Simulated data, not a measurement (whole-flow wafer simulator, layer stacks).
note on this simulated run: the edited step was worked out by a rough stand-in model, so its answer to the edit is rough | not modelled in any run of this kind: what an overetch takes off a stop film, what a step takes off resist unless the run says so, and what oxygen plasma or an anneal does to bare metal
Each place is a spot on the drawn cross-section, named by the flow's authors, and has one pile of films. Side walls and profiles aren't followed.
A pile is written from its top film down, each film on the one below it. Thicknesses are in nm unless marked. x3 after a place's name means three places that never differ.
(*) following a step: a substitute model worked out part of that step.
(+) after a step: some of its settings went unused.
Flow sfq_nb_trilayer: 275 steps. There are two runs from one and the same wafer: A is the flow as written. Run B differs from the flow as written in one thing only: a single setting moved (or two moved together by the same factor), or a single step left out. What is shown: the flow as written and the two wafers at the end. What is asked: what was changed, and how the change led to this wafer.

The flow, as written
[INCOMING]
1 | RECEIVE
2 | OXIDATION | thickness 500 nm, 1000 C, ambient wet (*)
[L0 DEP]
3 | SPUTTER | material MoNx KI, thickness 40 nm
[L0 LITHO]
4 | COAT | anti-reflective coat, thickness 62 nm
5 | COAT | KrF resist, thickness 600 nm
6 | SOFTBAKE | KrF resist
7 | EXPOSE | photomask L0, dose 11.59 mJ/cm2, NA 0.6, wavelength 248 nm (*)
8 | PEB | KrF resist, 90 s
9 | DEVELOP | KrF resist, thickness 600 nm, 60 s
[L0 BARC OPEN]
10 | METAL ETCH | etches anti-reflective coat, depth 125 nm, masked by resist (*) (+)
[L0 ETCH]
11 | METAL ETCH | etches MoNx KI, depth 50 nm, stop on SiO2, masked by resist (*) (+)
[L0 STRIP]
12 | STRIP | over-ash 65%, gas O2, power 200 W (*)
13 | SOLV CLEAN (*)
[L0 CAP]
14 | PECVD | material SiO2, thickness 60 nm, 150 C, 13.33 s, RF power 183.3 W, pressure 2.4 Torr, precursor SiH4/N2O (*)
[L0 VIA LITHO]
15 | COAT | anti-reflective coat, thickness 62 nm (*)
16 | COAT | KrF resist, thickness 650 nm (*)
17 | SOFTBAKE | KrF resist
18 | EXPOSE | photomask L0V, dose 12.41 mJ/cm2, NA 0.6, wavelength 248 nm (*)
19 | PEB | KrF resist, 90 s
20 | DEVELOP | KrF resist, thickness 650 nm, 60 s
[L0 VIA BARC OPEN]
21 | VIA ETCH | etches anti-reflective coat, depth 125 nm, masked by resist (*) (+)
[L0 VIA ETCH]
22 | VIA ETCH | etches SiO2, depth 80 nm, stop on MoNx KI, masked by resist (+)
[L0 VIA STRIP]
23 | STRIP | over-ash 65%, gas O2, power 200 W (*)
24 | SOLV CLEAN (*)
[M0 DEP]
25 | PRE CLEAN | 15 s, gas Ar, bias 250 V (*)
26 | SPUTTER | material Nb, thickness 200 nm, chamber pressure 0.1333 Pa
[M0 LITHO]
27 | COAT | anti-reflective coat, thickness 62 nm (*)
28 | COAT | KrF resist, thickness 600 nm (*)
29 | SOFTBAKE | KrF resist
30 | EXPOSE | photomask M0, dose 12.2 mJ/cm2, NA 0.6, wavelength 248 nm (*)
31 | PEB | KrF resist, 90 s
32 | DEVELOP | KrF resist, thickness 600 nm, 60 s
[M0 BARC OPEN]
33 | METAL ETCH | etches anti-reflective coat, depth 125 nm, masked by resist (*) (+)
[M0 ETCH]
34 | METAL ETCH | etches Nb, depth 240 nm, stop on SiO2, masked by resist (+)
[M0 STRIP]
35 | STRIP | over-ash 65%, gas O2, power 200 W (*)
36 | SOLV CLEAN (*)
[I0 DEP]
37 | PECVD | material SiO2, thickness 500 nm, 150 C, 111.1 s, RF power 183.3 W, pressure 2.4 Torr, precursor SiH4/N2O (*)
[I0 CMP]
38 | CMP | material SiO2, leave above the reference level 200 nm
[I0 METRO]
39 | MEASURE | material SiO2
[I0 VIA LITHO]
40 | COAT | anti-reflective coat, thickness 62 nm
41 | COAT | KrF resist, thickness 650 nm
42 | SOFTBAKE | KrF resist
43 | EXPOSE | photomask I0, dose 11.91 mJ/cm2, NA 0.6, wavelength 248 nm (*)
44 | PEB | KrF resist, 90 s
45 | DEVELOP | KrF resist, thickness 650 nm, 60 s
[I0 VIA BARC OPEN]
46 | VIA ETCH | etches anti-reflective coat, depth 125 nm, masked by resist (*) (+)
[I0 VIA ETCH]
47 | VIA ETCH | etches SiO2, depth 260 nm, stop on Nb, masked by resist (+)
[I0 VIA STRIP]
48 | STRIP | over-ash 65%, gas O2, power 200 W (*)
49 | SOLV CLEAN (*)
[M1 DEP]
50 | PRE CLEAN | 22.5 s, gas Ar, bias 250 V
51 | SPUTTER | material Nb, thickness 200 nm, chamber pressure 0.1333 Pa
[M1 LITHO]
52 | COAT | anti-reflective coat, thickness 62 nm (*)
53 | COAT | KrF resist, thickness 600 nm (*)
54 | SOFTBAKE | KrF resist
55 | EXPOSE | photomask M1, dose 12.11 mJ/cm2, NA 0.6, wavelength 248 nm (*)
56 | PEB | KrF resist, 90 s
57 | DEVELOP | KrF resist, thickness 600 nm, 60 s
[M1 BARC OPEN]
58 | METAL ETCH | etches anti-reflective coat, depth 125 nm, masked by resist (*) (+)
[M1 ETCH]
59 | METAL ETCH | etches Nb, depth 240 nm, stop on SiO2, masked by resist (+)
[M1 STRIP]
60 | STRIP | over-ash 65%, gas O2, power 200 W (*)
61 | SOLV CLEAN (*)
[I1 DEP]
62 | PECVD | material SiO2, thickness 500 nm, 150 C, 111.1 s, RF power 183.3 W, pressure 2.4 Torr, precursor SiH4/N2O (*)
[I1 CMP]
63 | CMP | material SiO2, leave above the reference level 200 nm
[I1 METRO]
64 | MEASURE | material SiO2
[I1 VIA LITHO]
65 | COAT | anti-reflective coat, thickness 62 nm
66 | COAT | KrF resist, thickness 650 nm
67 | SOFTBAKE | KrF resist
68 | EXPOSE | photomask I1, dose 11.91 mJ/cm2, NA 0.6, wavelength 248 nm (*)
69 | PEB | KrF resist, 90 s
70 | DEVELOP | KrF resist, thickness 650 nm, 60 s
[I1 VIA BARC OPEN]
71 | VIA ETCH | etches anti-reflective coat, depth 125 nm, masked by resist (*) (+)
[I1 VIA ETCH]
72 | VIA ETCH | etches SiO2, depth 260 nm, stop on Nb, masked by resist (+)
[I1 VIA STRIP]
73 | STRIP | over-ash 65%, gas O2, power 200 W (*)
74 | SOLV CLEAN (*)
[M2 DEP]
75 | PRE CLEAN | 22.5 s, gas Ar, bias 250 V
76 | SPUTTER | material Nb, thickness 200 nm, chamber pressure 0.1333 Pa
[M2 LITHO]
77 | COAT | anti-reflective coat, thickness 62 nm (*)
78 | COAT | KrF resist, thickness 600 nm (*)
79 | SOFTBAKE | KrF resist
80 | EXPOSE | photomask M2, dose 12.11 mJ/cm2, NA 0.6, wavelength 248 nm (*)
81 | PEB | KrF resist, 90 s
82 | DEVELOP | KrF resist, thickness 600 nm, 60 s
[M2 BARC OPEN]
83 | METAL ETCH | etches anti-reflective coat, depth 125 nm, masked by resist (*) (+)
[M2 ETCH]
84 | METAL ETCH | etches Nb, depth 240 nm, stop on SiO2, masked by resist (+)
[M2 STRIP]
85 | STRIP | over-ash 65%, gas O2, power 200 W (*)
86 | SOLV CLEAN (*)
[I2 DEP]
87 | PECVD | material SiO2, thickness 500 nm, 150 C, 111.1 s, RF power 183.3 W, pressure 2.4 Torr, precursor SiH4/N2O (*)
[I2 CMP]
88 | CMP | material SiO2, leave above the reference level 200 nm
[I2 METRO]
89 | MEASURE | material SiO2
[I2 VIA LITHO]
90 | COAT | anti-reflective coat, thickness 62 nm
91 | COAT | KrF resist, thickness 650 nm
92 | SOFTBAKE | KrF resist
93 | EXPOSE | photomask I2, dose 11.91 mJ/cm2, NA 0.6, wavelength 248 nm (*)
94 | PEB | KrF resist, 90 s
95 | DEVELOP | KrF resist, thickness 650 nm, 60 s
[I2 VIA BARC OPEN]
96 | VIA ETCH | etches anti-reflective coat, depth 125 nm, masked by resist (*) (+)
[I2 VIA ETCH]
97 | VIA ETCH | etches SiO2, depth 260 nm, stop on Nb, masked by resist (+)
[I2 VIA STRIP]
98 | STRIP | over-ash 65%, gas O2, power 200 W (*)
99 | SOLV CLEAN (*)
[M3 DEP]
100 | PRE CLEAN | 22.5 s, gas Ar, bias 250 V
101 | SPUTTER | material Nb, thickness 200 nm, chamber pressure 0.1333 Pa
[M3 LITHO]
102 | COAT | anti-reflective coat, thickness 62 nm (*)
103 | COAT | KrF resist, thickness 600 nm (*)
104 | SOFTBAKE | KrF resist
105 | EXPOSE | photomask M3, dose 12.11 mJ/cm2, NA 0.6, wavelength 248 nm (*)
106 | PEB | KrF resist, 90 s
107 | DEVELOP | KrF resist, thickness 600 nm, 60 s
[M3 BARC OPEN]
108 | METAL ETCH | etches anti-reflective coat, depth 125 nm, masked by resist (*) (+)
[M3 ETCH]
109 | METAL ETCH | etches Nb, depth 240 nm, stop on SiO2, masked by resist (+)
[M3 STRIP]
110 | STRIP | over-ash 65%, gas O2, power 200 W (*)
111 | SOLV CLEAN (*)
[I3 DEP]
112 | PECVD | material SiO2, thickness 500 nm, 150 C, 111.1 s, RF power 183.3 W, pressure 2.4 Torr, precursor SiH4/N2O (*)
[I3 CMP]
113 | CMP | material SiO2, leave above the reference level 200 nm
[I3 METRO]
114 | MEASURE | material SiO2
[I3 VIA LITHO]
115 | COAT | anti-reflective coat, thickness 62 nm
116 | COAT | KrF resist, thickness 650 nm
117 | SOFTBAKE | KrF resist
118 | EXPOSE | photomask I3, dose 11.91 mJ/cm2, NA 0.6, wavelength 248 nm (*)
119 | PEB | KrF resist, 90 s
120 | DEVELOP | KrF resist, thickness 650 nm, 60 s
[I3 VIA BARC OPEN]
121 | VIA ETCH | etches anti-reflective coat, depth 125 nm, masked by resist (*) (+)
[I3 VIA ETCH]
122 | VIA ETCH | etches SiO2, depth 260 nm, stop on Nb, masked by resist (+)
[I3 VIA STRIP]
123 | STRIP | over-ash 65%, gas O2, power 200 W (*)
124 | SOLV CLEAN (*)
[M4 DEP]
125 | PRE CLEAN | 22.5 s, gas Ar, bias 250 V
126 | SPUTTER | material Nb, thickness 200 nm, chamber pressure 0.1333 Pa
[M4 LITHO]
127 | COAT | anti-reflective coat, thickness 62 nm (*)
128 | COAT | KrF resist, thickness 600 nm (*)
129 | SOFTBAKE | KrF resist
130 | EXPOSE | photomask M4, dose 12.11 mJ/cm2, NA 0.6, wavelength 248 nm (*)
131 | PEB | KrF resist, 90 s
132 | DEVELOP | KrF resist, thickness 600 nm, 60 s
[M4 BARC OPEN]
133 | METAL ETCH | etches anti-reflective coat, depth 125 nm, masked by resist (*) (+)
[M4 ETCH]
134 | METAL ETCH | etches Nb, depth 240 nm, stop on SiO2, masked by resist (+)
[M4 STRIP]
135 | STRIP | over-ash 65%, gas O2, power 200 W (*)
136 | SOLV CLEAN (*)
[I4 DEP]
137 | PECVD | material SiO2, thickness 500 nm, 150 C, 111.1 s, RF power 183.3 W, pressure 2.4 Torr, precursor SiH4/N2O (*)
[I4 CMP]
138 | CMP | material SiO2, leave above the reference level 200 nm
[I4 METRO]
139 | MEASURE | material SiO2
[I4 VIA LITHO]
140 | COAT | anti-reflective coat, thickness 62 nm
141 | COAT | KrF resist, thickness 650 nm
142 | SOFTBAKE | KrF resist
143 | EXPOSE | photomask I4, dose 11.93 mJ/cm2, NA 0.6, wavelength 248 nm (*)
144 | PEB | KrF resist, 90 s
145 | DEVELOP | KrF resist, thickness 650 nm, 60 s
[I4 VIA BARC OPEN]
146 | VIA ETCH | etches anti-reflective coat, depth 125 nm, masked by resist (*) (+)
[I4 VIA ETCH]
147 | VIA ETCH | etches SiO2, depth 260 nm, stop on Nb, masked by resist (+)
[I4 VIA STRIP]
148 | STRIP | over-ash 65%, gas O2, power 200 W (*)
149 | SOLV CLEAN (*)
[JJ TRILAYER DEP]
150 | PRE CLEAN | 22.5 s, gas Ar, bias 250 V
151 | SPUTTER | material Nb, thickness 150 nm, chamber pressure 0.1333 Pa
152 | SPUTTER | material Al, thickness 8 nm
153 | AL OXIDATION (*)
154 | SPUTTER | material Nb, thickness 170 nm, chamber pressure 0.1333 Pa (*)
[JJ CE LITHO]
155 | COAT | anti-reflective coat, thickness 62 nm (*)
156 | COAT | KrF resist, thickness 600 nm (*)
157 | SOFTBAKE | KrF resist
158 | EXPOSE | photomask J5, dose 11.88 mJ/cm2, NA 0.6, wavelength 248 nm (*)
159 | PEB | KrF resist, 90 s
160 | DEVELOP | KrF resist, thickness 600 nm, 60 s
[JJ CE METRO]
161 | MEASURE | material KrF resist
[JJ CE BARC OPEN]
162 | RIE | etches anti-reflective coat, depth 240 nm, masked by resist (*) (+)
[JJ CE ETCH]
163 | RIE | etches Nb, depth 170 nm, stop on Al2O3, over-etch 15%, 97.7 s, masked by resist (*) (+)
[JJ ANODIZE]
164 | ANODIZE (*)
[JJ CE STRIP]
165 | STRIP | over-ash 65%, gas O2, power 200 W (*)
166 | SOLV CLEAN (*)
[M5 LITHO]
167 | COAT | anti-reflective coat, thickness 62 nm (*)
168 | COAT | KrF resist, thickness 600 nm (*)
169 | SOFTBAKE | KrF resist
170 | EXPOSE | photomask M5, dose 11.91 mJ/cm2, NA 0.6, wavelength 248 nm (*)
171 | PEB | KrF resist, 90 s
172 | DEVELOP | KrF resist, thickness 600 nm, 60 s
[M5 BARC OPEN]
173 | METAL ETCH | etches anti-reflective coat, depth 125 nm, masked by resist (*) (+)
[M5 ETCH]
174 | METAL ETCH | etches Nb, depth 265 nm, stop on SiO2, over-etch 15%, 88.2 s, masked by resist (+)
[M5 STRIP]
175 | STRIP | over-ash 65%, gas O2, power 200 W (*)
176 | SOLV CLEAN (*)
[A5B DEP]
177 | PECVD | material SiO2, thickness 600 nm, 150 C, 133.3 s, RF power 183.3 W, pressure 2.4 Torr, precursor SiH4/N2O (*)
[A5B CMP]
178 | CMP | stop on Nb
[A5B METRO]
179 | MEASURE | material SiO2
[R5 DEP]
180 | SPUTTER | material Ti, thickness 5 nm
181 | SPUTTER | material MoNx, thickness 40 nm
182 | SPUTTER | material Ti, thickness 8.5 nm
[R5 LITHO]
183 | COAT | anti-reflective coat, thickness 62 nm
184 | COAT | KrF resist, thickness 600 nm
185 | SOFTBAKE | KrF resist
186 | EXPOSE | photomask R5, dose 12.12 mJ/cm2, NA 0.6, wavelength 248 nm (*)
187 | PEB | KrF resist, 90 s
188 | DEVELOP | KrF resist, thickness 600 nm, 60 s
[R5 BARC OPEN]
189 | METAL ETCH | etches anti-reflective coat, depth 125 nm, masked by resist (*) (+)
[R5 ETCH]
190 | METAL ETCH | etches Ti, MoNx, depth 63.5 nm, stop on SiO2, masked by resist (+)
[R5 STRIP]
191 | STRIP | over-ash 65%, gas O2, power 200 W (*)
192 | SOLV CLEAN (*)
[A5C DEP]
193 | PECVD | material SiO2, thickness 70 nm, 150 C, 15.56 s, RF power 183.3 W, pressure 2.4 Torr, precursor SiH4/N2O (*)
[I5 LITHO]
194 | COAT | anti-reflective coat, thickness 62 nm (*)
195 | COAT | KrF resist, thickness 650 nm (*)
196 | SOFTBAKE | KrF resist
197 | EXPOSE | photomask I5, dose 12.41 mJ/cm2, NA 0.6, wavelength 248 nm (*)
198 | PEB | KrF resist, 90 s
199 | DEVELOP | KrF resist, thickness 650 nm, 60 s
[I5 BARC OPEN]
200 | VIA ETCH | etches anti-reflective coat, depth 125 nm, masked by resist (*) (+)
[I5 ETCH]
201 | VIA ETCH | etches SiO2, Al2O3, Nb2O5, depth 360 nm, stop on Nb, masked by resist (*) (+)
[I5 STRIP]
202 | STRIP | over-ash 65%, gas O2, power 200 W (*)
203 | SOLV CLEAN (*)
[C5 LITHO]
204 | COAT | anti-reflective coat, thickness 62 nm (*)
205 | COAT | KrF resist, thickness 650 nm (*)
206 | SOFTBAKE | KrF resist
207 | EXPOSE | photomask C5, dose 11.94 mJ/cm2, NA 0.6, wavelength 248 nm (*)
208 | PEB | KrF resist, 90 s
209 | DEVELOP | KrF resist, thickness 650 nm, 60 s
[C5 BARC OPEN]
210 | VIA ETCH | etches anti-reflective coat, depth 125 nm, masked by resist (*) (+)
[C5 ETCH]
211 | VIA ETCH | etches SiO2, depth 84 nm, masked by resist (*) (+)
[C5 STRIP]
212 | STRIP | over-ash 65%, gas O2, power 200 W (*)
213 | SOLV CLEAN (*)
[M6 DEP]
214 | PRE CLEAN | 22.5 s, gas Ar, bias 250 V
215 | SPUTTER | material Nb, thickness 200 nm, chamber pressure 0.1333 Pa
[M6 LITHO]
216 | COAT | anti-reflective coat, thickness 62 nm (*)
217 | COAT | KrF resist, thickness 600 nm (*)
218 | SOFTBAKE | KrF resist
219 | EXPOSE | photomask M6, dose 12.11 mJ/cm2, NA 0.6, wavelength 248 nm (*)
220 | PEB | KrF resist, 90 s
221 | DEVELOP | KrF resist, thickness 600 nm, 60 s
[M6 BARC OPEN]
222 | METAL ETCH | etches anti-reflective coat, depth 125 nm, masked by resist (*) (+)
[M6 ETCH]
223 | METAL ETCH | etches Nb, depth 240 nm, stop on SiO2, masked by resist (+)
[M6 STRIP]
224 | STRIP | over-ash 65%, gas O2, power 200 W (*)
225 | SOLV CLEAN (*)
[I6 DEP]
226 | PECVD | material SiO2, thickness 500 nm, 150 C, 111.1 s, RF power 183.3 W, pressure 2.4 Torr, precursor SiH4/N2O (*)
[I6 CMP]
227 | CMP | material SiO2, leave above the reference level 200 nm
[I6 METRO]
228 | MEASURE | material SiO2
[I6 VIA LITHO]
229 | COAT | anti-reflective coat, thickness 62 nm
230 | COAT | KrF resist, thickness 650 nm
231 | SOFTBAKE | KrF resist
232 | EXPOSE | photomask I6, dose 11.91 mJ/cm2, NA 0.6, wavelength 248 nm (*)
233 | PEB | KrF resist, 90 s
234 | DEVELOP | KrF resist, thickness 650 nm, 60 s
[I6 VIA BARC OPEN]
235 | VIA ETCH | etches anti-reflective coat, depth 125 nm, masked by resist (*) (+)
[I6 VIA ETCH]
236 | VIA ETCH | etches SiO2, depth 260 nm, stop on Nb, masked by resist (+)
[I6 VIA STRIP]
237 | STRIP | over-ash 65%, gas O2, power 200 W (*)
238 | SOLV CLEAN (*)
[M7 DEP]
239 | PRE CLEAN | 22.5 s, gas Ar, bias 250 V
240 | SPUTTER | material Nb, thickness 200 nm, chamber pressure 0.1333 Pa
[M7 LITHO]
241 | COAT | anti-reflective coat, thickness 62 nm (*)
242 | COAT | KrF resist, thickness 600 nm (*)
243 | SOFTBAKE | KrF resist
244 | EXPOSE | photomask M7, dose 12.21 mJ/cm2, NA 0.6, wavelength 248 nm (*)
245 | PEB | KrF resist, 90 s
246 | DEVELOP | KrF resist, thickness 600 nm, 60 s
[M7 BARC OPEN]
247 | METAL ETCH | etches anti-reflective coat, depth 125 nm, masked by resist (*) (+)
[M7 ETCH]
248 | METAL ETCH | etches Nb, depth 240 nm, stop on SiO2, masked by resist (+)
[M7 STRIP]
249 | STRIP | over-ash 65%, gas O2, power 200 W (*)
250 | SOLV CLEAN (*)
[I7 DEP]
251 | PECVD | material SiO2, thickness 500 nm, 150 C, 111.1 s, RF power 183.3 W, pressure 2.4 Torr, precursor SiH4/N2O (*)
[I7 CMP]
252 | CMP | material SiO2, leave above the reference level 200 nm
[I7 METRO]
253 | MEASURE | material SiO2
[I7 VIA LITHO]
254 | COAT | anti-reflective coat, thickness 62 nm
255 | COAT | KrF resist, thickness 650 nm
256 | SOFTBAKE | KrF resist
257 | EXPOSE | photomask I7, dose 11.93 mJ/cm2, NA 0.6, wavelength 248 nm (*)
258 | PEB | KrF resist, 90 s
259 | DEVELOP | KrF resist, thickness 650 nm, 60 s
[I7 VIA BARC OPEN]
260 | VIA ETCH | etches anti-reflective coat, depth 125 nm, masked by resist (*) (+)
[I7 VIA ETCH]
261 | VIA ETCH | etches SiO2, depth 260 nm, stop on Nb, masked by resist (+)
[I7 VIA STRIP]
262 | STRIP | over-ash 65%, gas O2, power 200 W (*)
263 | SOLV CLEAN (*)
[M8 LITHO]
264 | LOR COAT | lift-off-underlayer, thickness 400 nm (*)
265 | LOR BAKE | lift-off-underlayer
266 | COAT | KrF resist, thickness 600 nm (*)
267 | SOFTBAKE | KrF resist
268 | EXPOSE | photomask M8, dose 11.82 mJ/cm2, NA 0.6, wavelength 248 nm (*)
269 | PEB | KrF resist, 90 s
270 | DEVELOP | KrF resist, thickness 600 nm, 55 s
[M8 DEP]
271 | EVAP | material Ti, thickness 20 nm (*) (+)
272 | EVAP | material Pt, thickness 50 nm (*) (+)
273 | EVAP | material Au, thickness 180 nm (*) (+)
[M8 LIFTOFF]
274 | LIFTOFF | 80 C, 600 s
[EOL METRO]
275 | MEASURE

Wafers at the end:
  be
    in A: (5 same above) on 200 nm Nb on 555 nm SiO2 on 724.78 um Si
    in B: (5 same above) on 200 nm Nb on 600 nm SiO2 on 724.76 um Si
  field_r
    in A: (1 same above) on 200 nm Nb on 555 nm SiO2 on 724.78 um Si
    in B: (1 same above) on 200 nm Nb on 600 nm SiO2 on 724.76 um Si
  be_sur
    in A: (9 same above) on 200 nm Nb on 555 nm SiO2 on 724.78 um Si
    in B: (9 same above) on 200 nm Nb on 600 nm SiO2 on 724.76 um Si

The reason: step 2, OXIDATION: thickness 545 nm was run, whereas the flow has thickness 500 nm.

The path from the change to this, step by step:
  2 | OXIDATION | thickness 500 nm, 1000 C, ambient wet (*)
      field_l, v_sur, via_wl and 103 more: A SiO2 gains 500 (new film), chemical SiO2 loses 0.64 (all of it), Si loses 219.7 | B SiO2 gains 545 (new film), chemical SiO2 loses 0.64 (all of it), Si loses 239.5
